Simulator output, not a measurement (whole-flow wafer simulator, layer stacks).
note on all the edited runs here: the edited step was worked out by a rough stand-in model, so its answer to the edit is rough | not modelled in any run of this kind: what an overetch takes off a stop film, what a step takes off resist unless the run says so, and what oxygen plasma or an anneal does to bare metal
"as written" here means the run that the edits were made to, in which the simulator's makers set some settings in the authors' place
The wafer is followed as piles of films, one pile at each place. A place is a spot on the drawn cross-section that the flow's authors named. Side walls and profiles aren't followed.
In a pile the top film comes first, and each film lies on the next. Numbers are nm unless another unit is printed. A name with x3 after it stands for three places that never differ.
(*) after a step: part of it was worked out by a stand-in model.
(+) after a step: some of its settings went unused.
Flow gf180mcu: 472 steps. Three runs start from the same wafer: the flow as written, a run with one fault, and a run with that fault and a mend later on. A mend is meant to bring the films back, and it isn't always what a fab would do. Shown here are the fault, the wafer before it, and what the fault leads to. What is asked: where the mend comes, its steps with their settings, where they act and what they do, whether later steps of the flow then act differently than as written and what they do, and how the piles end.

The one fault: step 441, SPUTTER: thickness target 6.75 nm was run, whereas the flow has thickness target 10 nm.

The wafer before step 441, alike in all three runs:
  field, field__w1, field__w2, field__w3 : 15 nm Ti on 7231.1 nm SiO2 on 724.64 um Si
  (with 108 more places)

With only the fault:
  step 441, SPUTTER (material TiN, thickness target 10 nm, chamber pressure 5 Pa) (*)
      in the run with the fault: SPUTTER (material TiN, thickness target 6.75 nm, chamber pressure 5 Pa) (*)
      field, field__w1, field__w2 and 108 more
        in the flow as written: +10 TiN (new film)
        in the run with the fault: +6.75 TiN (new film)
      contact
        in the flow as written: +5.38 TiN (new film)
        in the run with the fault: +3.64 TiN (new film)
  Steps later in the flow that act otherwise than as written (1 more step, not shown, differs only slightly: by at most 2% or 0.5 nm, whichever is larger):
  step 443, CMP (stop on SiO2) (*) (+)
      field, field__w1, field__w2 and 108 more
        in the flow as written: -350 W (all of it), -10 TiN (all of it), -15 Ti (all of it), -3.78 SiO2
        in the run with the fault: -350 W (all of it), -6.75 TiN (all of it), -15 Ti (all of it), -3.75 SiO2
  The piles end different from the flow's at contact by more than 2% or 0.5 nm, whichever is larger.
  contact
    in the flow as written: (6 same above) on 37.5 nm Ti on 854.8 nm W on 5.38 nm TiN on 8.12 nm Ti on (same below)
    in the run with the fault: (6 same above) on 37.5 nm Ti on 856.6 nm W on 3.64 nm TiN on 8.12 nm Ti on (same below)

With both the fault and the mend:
  After step 441 comes the mend.
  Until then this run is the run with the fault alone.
  step 441a, SPUTTER (material TiN, thickness target 3.25 nm, chamber pressure 5 Pa) (*) (the flow's step 441 again, with other settings)
      field, field__w1, field__w2 and 108 more
        +3.25 TiN
      contact
        +1.75 TiN
  Every later step of the flow that is run acts as written at every place that is followed.
  The piles end the same as the flow's at every place that both follow.
